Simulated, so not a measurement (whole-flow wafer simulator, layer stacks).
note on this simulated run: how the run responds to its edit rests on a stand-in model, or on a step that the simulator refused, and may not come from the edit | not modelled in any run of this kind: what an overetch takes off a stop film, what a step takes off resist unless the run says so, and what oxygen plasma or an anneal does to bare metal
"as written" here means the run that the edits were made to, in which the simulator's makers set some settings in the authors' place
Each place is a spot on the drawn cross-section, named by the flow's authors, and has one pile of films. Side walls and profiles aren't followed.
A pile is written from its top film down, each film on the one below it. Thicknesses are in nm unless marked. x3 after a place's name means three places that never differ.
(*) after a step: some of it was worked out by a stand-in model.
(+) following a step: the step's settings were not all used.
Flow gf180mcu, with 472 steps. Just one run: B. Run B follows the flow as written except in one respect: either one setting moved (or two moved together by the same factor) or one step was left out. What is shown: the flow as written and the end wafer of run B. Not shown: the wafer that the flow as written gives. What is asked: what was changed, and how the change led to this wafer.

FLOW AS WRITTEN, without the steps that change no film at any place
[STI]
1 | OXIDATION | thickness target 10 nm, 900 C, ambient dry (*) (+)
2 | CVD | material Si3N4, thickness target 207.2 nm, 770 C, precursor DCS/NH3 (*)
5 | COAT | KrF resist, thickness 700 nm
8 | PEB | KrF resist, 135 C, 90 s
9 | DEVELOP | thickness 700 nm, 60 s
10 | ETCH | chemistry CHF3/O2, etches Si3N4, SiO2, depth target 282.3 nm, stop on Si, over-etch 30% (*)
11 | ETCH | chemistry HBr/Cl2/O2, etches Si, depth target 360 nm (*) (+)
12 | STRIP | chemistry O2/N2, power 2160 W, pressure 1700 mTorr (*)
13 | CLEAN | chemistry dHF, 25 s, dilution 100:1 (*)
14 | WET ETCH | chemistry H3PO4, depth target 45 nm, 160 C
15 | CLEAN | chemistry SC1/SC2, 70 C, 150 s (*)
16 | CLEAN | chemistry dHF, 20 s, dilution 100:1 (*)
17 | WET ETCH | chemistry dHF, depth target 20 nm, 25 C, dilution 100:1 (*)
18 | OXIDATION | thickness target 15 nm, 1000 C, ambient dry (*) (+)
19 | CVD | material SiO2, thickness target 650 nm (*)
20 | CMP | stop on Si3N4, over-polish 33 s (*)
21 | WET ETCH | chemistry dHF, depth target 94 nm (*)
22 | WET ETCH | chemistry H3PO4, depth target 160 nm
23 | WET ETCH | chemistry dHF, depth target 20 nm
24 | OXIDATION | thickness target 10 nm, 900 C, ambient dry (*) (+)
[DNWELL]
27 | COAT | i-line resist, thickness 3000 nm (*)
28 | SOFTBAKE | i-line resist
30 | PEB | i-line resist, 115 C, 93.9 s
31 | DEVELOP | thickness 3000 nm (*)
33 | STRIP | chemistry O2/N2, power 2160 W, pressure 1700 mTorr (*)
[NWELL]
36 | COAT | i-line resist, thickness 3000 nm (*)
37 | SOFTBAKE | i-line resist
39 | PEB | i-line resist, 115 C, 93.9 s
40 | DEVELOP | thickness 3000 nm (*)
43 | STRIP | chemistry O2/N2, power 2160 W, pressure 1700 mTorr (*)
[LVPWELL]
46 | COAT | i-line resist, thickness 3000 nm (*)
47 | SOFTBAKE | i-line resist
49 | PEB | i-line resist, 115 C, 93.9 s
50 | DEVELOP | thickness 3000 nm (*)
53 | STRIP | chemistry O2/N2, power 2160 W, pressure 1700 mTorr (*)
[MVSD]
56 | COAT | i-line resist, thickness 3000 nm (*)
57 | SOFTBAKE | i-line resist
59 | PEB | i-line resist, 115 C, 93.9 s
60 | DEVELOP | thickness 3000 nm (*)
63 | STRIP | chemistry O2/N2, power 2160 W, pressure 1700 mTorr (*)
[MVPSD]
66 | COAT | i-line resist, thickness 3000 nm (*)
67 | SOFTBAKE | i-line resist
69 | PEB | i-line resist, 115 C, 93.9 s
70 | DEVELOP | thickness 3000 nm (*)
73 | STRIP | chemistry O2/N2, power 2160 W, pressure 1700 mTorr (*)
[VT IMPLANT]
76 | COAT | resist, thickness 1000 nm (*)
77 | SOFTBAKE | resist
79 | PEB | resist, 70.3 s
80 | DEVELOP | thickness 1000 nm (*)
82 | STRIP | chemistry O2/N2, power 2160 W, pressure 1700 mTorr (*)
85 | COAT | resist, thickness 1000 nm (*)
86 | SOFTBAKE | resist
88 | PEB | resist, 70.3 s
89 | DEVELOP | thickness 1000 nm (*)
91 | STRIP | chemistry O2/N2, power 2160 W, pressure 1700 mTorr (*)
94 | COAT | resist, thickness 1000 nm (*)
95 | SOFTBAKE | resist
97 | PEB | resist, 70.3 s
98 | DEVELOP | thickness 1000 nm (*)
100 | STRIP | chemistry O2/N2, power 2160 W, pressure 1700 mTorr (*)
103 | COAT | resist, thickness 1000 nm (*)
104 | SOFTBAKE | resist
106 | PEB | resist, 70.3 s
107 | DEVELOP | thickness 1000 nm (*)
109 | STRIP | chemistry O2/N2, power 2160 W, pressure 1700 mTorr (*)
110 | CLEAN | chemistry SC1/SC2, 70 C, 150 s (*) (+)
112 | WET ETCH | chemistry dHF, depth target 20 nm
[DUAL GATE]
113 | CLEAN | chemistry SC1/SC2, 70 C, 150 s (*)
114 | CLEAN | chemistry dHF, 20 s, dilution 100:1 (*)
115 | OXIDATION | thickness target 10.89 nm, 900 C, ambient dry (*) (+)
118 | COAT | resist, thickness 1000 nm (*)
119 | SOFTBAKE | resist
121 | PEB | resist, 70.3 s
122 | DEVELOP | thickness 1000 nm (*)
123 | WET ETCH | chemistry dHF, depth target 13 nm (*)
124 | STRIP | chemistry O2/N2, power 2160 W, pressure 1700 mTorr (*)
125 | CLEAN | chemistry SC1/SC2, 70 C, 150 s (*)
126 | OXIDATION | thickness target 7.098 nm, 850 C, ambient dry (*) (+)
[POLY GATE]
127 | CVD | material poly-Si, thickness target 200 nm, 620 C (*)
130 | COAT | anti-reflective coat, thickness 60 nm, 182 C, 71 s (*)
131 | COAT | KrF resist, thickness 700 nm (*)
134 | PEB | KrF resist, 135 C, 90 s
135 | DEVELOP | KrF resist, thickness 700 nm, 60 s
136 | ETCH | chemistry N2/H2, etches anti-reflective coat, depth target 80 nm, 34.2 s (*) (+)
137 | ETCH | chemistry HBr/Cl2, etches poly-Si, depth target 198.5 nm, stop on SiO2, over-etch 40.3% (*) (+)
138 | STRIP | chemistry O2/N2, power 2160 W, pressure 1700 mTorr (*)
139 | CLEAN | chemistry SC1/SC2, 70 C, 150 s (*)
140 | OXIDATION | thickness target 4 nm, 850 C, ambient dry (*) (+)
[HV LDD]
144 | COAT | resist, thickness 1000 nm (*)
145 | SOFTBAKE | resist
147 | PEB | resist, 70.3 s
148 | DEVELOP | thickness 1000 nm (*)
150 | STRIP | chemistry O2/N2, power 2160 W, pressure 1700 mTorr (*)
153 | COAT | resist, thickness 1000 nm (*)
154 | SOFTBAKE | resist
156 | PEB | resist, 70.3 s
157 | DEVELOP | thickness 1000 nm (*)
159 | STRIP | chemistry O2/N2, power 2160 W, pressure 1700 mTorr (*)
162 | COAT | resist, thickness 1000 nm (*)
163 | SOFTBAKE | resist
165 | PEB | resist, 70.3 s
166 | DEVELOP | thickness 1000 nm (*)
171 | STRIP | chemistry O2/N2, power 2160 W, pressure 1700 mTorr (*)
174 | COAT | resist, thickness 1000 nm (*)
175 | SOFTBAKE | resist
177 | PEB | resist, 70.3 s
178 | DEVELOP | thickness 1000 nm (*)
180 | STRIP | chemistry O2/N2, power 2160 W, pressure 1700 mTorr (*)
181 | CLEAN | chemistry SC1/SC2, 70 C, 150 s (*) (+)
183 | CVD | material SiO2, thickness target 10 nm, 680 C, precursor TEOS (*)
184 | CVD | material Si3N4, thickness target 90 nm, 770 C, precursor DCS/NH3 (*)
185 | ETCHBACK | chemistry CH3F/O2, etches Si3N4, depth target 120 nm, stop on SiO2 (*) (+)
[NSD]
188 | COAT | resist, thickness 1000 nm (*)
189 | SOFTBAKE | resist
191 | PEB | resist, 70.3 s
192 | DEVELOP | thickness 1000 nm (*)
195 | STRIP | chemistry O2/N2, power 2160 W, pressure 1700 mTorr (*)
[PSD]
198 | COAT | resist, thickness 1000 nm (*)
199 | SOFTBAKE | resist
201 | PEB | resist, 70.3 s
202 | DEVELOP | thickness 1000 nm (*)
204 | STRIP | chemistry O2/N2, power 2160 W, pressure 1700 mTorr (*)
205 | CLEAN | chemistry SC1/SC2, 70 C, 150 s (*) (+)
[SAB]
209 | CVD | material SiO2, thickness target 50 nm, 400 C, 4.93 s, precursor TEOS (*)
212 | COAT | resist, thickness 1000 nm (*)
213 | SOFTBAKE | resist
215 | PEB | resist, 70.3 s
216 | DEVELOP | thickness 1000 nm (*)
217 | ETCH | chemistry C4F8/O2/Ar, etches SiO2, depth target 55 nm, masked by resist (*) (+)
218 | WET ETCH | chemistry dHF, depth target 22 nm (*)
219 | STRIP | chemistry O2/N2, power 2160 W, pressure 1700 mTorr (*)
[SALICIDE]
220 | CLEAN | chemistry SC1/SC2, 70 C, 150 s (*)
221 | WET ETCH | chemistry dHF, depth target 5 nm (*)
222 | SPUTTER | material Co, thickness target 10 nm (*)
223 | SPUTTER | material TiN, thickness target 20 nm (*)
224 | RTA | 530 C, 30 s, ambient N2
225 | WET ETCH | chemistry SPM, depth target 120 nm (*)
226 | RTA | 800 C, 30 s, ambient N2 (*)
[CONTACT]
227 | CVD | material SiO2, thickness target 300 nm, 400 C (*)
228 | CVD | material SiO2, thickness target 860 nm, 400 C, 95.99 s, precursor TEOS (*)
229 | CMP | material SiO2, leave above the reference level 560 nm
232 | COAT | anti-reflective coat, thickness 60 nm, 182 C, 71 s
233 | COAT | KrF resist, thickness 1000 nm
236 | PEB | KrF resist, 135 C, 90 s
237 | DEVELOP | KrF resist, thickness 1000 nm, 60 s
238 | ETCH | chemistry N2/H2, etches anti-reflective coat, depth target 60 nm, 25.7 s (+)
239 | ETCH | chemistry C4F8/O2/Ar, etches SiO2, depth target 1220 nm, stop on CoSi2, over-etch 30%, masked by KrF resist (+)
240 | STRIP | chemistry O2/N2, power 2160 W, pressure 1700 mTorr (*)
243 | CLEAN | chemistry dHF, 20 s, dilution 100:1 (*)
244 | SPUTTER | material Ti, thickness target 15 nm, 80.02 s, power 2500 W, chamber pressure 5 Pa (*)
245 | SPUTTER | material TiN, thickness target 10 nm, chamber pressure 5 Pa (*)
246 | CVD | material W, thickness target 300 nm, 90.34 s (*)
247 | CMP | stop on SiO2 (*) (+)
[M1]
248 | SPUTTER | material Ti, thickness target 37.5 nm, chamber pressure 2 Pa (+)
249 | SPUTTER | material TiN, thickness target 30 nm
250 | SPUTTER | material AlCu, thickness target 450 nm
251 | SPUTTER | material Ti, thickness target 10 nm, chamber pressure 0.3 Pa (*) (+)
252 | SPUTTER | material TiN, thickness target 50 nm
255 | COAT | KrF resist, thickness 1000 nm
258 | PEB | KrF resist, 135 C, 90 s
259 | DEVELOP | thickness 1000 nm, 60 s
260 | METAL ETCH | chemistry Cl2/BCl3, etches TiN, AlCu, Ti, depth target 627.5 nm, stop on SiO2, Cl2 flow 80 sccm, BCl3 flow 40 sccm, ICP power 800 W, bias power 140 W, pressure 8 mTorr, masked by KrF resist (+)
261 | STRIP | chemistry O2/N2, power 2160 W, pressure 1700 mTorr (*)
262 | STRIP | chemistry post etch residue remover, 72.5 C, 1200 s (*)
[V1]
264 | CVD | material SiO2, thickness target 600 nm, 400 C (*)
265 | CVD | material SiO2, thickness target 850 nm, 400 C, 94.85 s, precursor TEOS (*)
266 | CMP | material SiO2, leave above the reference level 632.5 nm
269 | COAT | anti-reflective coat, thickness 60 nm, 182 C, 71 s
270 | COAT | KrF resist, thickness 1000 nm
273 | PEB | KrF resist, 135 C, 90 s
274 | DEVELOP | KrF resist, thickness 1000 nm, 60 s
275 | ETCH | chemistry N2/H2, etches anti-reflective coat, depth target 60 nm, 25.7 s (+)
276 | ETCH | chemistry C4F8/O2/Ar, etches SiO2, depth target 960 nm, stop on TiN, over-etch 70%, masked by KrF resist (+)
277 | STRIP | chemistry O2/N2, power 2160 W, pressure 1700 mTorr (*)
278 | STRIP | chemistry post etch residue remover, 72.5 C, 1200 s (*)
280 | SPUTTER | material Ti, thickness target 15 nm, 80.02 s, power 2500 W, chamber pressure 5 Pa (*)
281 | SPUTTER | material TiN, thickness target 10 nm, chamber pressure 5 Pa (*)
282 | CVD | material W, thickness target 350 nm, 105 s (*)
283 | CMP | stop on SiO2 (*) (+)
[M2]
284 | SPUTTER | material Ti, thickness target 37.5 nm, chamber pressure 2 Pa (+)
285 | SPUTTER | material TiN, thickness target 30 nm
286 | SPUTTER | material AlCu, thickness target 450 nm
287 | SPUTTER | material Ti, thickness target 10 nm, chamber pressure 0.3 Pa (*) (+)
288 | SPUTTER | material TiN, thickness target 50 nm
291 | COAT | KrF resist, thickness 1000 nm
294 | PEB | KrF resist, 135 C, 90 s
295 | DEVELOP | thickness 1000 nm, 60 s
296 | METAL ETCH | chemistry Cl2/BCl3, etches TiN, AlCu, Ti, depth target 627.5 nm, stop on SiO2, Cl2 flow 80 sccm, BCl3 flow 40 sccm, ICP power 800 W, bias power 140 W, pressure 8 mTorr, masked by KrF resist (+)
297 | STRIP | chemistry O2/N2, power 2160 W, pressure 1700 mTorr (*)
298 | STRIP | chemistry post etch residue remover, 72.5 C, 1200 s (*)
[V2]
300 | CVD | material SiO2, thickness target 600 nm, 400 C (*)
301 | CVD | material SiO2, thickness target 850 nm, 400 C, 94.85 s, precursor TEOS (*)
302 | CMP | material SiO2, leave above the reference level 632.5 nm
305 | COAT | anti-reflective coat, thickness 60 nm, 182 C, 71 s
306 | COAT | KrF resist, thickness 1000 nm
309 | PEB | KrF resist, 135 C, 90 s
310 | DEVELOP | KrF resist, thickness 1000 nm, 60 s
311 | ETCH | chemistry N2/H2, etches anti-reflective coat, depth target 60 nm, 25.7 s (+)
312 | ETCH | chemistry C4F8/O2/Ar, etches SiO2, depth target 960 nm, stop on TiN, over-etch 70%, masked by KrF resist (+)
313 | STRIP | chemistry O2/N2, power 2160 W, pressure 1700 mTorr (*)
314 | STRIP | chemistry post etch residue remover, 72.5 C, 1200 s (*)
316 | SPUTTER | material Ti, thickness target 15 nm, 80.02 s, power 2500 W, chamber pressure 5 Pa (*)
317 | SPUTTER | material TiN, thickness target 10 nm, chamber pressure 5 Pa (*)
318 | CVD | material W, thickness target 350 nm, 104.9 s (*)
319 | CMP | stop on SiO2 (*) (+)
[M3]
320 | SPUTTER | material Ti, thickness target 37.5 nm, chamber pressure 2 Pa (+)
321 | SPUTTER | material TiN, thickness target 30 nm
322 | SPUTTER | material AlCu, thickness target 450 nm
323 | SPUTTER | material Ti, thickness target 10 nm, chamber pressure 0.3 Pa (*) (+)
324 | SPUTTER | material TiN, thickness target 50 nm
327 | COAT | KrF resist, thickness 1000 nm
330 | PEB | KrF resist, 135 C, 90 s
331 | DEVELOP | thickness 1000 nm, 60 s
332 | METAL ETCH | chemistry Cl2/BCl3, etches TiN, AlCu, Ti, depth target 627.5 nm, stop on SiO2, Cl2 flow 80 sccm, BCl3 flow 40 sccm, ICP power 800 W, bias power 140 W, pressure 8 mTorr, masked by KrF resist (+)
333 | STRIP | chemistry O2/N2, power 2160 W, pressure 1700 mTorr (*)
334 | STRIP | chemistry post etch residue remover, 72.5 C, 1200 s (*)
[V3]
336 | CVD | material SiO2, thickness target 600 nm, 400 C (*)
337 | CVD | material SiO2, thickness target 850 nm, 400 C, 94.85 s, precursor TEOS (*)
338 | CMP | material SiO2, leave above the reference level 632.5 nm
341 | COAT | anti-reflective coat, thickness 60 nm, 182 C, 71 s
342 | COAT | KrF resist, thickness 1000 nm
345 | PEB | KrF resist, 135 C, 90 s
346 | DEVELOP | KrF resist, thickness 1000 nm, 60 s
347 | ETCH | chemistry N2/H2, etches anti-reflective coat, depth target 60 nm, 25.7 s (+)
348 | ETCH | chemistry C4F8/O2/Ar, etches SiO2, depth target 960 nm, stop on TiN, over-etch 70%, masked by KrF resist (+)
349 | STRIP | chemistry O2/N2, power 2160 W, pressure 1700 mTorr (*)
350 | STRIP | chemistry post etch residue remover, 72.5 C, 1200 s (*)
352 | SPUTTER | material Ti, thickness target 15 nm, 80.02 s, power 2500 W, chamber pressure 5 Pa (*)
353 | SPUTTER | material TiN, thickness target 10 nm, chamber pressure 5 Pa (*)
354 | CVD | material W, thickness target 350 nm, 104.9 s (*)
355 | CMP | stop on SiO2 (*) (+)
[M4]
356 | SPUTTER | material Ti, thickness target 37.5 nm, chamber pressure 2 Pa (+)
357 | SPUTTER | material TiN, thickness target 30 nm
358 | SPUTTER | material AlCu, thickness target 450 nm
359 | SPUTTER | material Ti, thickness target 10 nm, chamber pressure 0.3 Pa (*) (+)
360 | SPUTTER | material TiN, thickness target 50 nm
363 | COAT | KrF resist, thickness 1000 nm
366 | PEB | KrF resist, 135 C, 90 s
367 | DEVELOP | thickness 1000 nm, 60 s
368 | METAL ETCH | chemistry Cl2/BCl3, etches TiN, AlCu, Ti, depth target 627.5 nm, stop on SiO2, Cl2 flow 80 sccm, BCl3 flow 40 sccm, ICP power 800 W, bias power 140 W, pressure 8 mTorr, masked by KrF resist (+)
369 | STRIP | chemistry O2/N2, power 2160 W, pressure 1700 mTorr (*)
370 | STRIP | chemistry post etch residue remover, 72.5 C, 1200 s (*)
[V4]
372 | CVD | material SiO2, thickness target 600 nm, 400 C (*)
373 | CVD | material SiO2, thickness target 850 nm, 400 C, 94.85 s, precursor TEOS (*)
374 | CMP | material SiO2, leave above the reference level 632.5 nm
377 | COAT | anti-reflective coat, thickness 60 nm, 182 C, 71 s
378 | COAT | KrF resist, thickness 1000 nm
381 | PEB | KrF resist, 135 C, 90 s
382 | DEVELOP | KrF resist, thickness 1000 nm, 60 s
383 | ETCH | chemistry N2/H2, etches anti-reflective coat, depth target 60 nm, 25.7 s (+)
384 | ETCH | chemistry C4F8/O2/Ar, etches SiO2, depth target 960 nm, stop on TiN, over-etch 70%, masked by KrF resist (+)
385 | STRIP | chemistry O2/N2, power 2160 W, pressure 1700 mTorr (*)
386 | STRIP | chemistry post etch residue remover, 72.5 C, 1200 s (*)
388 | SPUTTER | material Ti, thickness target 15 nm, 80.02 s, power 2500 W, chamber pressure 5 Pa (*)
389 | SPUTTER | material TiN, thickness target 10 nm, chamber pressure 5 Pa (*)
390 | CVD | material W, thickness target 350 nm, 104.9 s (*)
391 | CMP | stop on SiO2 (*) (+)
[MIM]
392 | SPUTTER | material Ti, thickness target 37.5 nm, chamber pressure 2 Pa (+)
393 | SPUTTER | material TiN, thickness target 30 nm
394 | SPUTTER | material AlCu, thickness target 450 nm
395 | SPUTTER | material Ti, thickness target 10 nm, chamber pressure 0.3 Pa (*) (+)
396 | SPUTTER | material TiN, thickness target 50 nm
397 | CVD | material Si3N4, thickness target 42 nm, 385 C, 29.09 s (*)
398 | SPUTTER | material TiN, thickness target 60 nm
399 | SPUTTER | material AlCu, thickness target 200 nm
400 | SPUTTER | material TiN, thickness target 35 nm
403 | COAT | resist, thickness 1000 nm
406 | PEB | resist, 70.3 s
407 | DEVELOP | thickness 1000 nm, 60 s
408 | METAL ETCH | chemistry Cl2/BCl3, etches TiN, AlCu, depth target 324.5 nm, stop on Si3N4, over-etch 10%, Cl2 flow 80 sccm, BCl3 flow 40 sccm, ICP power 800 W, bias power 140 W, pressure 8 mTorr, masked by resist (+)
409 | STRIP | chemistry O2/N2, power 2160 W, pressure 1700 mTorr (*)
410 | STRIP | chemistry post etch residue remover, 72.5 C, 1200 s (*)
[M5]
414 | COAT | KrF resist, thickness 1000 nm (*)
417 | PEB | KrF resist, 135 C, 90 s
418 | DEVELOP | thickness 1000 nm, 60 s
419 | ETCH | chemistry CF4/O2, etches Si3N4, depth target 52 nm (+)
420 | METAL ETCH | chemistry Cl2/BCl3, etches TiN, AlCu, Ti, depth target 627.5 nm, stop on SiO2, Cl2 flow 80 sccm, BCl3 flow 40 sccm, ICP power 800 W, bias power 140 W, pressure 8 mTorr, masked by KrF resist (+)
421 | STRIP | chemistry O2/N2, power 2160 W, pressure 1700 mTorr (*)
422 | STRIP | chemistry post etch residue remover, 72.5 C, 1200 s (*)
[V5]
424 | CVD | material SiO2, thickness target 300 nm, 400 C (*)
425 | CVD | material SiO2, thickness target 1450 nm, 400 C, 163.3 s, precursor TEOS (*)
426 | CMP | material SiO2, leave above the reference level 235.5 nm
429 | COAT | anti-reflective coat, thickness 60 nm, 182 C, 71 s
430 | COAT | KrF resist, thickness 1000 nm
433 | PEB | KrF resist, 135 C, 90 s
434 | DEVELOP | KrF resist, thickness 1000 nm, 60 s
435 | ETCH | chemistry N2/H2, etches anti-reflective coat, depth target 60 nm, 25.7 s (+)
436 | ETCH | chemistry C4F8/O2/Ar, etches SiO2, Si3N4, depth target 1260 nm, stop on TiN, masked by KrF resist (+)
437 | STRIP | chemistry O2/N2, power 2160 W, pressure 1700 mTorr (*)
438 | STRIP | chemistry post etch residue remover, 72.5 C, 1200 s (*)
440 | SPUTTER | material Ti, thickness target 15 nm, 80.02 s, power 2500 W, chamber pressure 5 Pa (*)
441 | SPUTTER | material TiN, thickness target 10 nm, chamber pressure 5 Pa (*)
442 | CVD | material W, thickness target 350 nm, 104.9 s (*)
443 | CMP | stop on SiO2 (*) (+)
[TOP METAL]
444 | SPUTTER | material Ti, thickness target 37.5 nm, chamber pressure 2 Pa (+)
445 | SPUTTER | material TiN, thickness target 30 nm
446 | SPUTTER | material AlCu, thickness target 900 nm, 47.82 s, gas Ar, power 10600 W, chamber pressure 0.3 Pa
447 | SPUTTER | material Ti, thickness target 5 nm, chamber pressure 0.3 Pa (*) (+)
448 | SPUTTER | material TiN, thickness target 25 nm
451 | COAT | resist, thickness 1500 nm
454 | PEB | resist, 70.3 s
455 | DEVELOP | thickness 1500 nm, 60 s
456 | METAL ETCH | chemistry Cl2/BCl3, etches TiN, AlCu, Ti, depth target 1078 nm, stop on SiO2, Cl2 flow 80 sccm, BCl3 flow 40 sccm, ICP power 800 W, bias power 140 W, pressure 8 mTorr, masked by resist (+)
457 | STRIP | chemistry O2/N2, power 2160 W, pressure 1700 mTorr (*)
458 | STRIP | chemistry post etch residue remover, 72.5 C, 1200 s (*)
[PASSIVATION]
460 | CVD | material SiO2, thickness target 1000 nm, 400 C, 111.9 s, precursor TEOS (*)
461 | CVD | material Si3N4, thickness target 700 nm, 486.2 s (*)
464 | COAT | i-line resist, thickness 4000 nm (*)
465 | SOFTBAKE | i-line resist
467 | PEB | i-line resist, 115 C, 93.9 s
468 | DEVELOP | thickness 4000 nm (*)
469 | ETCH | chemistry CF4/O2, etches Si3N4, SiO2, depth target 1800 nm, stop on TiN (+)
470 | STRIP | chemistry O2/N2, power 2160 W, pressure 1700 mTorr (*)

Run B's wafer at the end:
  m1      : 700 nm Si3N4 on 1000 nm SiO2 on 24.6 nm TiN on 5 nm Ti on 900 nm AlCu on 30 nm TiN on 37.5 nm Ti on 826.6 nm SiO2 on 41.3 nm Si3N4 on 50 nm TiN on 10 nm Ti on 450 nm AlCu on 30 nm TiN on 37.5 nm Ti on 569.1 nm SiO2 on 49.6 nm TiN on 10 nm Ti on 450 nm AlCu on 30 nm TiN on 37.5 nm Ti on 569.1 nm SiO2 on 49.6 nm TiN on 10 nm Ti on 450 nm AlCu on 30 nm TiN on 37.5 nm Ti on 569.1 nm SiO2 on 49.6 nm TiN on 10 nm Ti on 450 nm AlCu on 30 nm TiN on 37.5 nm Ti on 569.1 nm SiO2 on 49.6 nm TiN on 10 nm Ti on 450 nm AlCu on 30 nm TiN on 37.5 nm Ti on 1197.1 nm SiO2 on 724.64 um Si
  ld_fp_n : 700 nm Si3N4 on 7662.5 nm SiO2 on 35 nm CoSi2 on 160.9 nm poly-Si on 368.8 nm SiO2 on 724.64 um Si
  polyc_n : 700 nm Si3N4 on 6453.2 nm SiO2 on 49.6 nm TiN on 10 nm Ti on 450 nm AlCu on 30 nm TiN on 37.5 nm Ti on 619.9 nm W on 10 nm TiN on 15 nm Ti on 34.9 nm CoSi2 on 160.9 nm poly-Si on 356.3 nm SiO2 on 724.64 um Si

What caused this: step 112, WET ETCH: depth target 31 nm was run, while the flow as written has depth target 20 nm.

How this came from the change, step by step:
  112 | WET ETCH | chemistry dHF, depth target 20 nm
      field, field__w2, field__w3 and 43 more: -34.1 SiO2 (it would be, as written: -22 SiO2)
  119 | SOFTBAKE | resist
      field_sub: -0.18 resist (it would be, as written: -0.73 resist)
      gate_p_hv: +0.2 resist (it would be, as written: +0.83 resist)
      (also at 1 further place)
  130 | COAT | anti-reflective coat, thickness 60 nm, 182 C, 71 s (*)
      p_well, spacer, sd_n: +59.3 anti-reflective coat (new film) (it would be, as written: +70.9 anti-reflective coat (new film))
      ldn_ch, ldp_ch: +62.6 anti-reflective coat (new film) (it would be, as written: +66.7 anti-reflective coat (new film))
      (also at 71 further places)
  136 | ETCH | chemistry N2/H2, etches anti-reflective coat, depth target 80 nm, 34.2 s (*) (+)
      p_well, spacer, sd_n: -59.3 anti-reflective coat (all of it), -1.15 poly-Si (it would be, as written: -70.9 anti-reflective coat (all of it), -0.85 poly-Si)
      field__w1: -56.8 anti-reflective coat (all of it), -1.21 poly-Si (it would be, as written: -50.8 anti-reflective coat (all of it), -1.37 poly-Si)
      (also at 51 further places)
  138 | STRIP | chemistry O2/N2, power 2160 W, pressure 1700 mTorr (*)
      gate: +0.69 chemical SiO2 (new film), -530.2 KrF resist (all of it), -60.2 anti-reflective coat (all of it), -0.3 poly-Si (it would be, as written: +0.68 chemical SiO2 (new film), -531.7 KrF resist (all of it), -65.5 anti-reflective coat (all of it), -0.3 poly-Si)
      gate_hv: +0.69 chemical SiO2 (new film), -525.4 KrF resist (all of it), -59.2 anti-reflective coat (all of it), -0.3 poly-Si (it would be, as written: +0.68 chemical SiO2 (new film), -528.4 KrF resist (all of it), -61 anti-reflective coat (all of it), -0.3 poly-Si)
      (also at 19 further places)
  144 | COAT | resist, thickness 1000 nm (*)
      field__w6: +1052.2 resist (new film) (it would be, as written: +1022.5 resist (new film))
  145 | SOFTBAKE | resist
      field: +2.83 resist (it would be, as written: -0.3 resist)
      nw_enc_fld_lv__w3: -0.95 resist (it would be, as written: +2.63 resist)
      (also at 6 further places)
  147 | PEB | resist, 70.3 s
      field__w6: -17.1 resist (it would be, as written: -16.3 resist)
  150 | STRIP | chemistry O2/N2, power 2160 W, pressure 1700 mTorr (*)
      field__w6: -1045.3 resist (all of it) (it would be, as written: -1012.2 resist (all of it))
  153 | COAT | resist, thickness 1000 nm (*)
      field__w6: +1052.2 resist (new film) (it would be, as written: +1022.5 resist (new film))
  154 | SOFTBAKE | resist
      field: +2.83 resist (it would be, as written: -0.3 resist)
      nw_enc_fld_lv__w3: -0.95 resist (it would be, as written: +2.63 resist)
      (also at 6 further places)
  156 | PEB | resist, 70.3 s
      field__w6: -17.1 resist (it would be, as written: -16.3 resist)
  159 | STRIP | chemistry O2/N2, power 2160 W, pressure 1700 mTorr (*)
      field__w6: -1045.3 resist (all of it) (it would be, as written: -1012.2 resist (all of it))
  162 | COAT | resist, thickness 1000 nm (*)
      field__w6: +1052.2 resist (new film) (it would be, as written: +1022.5 resist (new film))
  163 | SOFTBAKE | resist
      field: +2.83 resist (it would be, as written: -0.3 resist)
      nw_enc_fld_lv__w3: -0.95 resist (it would be, as written: +2.63 resist)
      (also at 6 further places)
  165 | PEB | resist, 70.3 s
      field__w6: -17.1 resist (it would be, as written: -16.3 resist)
  ... another 11 steps ...
  229 | CMP | material SiO2, leave above the reference level 560 nm
      ldn_sep__w1, ldn_sep__w2, ldn_dft and 8 more: -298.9 SiO2 (it would be, as written: -311 SiO2)
      sti, mim_1p0, pad, dice_street, iso_nw_fld, iso_fld_sub: -284.8 SiO2 (it would be, as written: -296.8 SiO2)
      (also at 50 further places)
